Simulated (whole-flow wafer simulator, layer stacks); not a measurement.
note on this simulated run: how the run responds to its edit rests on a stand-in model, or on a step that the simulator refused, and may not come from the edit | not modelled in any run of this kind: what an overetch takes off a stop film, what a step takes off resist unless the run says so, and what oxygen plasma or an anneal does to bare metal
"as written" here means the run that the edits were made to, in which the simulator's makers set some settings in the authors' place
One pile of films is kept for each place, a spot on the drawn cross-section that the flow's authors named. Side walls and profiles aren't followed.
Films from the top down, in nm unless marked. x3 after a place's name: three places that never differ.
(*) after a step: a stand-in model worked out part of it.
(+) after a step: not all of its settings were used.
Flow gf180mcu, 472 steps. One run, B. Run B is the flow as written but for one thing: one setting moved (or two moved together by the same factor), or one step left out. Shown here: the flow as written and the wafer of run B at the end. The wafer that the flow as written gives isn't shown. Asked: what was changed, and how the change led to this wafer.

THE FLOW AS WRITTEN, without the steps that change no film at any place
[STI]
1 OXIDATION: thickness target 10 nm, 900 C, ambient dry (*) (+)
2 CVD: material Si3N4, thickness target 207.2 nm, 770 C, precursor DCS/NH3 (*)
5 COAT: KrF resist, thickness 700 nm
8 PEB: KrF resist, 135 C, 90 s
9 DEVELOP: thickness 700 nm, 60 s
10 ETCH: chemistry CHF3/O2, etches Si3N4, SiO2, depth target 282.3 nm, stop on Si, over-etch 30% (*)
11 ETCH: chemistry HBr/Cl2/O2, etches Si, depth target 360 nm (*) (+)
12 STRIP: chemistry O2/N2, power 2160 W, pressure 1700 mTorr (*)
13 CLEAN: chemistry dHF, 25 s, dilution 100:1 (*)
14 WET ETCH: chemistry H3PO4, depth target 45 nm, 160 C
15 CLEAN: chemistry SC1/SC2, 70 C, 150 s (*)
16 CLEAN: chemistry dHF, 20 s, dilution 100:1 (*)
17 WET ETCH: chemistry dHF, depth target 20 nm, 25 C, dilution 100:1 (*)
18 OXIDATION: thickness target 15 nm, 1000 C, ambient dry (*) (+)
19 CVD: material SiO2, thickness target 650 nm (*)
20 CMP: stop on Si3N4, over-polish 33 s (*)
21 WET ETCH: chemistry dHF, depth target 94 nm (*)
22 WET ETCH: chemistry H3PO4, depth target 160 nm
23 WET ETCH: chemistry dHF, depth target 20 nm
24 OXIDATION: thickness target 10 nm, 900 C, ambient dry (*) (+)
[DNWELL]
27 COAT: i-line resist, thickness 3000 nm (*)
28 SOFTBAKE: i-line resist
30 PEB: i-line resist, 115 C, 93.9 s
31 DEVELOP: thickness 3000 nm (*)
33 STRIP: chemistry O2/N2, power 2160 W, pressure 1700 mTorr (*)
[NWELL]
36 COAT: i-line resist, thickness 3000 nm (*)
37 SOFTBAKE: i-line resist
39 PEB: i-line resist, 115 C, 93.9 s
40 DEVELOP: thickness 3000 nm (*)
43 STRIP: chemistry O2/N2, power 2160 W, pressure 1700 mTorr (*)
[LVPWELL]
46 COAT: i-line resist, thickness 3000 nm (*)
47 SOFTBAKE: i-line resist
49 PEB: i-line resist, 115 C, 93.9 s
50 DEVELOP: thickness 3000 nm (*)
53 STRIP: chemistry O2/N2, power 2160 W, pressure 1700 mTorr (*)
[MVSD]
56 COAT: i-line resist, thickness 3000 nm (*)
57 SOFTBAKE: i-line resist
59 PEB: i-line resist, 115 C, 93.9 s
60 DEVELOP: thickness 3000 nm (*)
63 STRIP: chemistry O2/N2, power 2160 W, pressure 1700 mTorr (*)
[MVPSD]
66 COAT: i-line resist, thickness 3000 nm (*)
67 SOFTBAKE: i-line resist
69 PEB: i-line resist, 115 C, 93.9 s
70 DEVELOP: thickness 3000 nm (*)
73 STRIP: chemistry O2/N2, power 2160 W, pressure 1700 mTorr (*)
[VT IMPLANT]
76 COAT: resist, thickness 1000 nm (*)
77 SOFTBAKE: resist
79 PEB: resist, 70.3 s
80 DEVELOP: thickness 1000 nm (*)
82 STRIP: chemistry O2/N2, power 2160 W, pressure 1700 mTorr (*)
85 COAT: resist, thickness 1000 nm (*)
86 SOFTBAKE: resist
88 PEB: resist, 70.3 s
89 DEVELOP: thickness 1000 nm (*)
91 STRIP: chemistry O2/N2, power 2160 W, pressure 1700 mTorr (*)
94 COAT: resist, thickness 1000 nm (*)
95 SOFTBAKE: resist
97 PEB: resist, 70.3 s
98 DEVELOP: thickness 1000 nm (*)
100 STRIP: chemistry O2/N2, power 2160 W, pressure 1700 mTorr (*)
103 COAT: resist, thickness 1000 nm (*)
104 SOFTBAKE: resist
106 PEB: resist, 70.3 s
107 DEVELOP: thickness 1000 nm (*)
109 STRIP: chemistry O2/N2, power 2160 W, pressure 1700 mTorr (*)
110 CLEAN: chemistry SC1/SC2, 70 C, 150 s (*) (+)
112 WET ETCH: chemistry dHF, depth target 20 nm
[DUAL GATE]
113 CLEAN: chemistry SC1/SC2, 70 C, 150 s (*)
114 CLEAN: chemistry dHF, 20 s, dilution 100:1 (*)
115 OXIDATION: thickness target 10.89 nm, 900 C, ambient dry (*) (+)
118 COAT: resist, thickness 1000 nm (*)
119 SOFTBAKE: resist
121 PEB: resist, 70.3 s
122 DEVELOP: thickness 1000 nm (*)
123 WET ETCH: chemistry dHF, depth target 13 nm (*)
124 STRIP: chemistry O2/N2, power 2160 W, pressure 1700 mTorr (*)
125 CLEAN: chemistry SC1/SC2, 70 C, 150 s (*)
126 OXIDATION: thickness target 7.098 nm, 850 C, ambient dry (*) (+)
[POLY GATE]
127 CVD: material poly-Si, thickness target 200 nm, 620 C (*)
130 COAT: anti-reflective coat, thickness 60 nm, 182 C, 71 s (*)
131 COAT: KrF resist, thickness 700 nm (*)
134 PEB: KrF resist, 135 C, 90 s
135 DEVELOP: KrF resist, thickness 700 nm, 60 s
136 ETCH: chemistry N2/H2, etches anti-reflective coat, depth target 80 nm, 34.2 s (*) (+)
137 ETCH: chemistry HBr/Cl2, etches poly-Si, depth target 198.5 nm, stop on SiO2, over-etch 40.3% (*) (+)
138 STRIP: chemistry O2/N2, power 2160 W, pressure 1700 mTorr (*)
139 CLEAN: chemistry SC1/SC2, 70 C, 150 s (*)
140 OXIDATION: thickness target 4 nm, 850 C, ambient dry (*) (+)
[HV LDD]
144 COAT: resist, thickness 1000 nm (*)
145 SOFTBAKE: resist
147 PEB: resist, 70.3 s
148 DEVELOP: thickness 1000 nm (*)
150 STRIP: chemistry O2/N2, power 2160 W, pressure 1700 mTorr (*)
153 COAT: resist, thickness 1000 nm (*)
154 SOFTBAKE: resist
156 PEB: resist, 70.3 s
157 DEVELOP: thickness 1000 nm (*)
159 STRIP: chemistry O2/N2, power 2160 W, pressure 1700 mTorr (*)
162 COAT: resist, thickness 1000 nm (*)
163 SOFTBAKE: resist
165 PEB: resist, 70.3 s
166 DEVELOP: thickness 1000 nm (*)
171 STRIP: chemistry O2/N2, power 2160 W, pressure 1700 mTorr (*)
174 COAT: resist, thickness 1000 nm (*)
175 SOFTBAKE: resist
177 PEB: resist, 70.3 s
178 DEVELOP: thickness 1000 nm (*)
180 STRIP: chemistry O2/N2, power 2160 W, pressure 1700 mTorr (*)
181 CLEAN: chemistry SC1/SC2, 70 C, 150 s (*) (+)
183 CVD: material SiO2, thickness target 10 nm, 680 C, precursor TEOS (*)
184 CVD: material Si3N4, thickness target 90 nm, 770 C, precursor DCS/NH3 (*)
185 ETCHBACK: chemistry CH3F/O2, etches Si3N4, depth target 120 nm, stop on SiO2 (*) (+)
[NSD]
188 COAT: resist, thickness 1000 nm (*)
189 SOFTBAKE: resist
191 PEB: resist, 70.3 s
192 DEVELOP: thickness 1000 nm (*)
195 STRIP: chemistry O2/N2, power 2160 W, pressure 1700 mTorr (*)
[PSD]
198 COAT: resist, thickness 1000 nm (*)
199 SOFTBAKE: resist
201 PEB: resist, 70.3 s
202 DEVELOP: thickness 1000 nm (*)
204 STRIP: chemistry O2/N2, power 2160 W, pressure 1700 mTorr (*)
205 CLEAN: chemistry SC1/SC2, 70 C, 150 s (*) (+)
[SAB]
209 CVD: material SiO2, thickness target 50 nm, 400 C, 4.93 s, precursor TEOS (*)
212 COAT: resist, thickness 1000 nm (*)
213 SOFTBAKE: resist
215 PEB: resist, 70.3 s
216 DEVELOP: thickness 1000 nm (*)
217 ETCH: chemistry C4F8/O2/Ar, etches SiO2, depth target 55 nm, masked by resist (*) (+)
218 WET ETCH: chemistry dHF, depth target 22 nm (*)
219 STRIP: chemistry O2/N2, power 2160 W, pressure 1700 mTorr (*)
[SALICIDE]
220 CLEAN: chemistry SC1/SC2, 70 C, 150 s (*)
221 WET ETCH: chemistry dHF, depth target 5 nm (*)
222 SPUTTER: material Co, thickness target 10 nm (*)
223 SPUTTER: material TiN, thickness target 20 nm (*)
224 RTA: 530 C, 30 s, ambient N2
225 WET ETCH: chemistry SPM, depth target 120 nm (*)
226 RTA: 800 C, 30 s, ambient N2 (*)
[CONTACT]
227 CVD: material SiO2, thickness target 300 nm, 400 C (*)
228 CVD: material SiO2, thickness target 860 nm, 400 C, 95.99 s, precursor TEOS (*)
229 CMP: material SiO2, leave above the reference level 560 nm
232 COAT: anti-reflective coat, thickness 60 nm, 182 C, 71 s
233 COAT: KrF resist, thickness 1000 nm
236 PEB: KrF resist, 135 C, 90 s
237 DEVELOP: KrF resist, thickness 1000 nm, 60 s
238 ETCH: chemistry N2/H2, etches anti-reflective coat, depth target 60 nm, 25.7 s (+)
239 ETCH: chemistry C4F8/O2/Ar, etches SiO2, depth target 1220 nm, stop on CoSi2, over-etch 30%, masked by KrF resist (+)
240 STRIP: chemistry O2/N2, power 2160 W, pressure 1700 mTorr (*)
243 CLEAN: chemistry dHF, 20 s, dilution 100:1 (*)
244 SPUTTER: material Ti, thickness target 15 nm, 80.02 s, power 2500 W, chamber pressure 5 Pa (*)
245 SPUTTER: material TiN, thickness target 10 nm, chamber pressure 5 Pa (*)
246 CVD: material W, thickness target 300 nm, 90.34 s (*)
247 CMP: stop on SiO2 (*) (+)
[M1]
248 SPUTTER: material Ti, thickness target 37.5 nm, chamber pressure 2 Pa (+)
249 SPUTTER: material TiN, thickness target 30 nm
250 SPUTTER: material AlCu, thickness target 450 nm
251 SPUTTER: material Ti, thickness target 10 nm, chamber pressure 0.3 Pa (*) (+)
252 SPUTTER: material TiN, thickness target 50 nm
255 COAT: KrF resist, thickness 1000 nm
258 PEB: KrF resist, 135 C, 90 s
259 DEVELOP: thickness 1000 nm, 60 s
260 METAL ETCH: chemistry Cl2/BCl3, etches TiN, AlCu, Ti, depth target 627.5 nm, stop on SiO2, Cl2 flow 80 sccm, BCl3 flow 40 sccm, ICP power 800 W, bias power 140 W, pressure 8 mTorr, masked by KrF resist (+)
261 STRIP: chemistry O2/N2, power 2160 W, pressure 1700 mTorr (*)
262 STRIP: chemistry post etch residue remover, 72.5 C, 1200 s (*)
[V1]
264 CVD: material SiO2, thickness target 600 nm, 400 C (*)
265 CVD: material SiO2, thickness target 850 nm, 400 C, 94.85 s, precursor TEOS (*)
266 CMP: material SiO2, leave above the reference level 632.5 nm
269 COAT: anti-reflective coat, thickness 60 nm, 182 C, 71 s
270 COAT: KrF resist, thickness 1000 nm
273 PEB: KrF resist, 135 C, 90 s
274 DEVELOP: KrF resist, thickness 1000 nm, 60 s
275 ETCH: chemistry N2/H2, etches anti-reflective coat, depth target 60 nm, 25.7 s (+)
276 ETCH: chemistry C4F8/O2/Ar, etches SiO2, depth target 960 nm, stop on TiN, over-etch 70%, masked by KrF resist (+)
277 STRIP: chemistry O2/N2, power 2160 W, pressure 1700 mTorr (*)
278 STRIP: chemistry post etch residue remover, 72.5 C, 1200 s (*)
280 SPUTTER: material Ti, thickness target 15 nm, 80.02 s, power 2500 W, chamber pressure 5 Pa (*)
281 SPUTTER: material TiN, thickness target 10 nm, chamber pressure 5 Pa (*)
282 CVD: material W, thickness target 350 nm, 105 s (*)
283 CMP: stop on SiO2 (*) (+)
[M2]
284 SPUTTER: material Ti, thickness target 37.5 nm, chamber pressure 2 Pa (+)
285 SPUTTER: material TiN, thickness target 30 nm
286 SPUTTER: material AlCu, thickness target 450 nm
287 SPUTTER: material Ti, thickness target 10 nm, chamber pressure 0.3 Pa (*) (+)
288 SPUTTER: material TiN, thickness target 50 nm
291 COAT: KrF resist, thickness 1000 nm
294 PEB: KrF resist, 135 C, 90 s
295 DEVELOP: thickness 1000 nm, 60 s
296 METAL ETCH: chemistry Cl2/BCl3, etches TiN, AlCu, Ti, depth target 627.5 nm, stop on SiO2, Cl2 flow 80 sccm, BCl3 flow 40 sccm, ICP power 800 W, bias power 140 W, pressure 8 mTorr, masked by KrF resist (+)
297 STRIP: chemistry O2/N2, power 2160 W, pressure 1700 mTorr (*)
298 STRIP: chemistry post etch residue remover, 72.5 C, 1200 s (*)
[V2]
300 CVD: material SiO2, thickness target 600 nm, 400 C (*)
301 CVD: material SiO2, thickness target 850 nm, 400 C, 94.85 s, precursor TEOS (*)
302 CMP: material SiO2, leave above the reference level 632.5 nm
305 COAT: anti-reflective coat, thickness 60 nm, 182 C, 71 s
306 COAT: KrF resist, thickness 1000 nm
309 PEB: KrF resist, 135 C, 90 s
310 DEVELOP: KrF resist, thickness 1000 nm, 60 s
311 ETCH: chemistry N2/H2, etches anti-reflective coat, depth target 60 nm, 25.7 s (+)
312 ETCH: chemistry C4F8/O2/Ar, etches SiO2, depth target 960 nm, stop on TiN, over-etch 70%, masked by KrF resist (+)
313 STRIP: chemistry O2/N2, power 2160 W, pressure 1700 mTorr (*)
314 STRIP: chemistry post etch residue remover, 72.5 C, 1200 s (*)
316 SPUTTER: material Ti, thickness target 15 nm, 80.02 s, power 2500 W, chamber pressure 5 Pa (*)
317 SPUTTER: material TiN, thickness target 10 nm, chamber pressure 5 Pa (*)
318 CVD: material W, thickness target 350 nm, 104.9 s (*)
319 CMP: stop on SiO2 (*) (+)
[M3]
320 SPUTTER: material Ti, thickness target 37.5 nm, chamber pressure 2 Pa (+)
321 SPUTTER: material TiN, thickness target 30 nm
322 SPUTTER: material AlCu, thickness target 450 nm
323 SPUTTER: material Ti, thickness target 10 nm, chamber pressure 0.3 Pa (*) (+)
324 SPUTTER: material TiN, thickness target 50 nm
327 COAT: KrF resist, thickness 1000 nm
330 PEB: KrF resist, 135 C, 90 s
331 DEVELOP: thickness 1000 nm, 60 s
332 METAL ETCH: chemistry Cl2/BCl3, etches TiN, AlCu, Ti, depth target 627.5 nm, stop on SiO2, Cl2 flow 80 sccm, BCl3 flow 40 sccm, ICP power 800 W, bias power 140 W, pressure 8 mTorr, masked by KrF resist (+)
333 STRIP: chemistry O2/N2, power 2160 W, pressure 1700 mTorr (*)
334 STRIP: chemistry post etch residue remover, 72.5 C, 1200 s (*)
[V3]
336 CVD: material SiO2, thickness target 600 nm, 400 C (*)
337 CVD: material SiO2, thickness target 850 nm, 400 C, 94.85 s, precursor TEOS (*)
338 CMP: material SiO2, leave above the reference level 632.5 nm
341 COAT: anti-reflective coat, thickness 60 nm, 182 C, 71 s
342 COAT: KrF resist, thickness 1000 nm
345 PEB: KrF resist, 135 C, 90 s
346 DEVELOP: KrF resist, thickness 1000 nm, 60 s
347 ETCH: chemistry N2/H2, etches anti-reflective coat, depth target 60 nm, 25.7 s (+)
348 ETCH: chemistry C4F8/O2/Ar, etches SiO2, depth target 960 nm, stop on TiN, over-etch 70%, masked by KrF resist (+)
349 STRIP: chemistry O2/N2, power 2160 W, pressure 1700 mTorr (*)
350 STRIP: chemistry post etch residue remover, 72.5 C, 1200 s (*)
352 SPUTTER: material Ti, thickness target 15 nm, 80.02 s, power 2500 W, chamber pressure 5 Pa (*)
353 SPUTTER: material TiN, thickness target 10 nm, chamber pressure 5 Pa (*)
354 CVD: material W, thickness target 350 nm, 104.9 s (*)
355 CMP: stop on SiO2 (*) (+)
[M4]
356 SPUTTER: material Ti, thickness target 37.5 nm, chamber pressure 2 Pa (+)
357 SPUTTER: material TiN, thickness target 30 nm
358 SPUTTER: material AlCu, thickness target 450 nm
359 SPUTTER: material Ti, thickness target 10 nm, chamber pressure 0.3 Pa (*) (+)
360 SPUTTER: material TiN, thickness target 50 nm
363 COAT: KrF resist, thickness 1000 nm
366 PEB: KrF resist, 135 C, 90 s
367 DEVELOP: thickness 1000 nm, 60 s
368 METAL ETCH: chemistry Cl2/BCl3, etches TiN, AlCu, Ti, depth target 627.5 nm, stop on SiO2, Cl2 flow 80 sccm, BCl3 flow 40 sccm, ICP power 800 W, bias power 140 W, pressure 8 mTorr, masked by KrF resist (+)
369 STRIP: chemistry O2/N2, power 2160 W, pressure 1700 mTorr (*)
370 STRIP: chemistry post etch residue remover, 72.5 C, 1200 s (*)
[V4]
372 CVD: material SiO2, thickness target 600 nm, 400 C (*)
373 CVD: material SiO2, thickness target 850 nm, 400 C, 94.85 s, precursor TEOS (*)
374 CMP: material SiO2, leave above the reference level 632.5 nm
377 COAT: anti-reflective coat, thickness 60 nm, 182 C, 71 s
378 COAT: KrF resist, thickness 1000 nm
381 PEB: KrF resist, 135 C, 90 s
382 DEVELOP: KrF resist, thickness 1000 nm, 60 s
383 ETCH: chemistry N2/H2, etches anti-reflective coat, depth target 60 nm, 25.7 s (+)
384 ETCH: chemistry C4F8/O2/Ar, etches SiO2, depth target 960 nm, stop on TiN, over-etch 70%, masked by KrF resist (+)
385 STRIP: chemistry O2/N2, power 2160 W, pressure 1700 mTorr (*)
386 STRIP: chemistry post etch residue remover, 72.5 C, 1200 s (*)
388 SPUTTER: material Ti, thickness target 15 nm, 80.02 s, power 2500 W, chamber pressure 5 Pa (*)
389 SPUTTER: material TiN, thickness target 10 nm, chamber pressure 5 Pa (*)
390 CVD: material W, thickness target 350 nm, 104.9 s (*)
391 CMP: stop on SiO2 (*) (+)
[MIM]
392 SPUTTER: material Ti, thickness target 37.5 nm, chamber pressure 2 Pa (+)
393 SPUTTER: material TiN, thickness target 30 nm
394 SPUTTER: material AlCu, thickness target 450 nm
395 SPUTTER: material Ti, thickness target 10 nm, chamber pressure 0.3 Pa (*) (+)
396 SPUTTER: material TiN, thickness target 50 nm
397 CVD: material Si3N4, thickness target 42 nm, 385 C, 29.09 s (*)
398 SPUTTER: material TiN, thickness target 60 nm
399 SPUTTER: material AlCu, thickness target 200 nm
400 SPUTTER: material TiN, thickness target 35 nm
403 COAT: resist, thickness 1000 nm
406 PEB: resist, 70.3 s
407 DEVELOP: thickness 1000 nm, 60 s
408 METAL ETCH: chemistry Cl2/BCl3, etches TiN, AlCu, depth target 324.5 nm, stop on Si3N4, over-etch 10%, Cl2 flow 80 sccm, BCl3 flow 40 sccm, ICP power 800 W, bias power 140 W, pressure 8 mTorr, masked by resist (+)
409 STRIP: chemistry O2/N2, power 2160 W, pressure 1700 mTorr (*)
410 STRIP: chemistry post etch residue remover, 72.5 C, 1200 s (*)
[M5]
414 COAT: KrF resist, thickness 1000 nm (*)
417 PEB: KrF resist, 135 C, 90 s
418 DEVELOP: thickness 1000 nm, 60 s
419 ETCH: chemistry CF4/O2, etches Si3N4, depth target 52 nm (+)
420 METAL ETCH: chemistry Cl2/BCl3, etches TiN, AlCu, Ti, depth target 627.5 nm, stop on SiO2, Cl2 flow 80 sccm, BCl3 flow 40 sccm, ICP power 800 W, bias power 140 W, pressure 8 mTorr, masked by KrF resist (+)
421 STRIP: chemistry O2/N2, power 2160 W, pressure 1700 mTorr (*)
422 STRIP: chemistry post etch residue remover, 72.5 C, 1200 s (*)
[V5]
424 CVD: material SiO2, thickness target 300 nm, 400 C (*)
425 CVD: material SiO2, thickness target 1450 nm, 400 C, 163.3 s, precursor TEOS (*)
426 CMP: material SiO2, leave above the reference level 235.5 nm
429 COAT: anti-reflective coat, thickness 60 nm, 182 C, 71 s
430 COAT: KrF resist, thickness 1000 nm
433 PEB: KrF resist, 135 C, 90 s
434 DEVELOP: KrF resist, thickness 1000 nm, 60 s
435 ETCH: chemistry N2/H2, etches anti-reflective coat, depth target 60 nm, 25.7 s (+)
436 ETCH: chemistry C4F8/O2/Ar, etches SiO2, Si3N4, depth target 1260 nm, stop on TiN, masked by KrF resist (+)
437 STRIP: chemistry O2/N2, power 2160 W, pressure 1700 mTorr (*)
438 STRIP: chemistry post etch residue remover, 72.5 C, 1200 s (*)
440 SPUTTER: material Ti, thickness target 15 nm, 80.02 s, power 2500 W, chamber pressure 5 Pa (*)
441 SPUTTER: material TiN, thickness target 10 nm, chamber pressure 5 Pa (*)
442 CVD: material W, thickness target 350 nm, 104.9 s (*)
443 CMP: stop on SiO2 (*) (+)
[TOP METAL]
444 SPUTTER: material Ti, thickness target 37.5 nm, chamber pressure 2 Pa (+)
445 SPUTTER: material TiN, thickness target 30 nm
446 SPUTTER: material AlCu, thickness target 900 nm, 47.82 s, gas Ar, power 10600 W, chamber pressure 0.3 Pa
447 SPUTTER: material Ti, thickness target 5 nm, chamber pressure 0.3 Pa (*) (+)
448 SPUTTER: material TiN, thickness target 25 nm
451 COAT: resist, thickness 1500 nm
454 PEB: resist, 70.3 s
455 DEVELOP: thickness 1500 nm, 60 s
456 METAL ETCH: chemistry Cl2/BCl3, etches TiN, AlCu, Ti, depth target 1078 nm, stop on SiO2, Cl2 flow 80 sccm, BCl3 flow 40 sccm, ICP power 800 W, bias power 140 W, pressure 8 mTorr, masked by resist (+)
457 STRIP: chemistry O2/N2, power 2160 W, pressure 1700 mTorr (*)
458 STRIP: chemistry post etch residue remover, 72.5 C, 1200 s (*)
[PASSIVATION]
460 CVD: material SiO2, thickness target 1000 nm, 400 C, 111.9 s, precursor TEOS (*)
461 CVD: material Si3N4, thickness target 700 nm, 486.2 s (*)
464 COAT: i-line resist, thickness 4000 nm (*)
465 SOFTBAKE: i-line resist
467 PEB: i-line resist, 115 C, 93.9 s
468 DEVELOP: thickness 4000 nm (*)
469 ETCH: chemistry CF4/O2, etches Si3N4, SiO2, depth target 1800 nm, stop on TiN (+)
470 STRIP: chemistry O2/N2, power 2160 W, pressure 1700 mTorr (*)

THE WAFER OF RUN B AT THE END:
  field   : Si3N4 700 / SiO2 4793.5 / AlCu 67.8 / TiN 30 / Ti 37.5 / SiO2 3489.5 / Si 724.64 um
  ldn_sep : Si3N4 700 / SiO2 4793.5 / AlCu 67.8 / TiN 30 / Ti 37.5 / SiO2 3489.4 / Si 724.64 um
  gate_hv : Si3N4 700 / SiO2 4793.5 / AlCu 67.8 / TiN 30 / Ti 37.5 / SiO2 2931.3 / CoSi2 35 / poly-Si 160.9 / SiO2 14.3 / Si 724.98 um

The cause: step 322, SPUTTER: thickness target 641 nm was run, where the flow has thickness target 450 nm.

How the change led to this, step by step:
  322 SPUTTER: material AlCu, thickness target 450 nm
      field, field__w1, field__w2 and 108 more: AlCu +641 (new film) (as written it would be: AlCu +450 (new film))
  332 METAL ETCH: chemistry Cl2/BCl3, etches TiN, AlCu, Ti, depth target 627.5 nm, stop on SiO2, Cl2 flow 80 sccm, BCl3 flow 40 sccm, ICP power 800 W, bias power 140 W, pressure 8 mTorr, masked by KrF resist (+)
      field, field__w1, field__w2 and 103 more: TiN -50 (all of it), Ti -10 (all of it), AlCu -567.5 (as written it would be: TiN -50 (all of it), Ti -10 (all of it), AlCu -450 (all of it), TiN -30 (all of it), Ti -37.5 (all of it))
  334 STRIP: chemistry post etch residue remover, 72.5 C, 1200 s (*)
      field, field__w1, field__w2 and 103 more: AlCu -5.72 (as written it would be: nothing)
  336 CVD: material SiO2, thickness target 600 nm, 400 C (*)
      field, field__w1, field__w2 and 103 more: SiO2 +600 (new film) (as written it would be: SiO2 +600)
  338 CMP: material SiO2, leave above the reference level 632.5 nm
      field, field__w1, field__w2 and 103 more: SiO2 -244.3 (as written it would be: SiO2 -300)
Counting metal films that touch as one body, field has 1 body; the flow as written gives 0 bodies.
Counting metal films that touch as one body, ldn_sep has 1 body; the flow as written gives 0 bodies.
Counting metal films that touch as one body, gate_hv has 2 bodies (between them, from the top down: SiO2 2931.3); the flow as written gives 1 body.
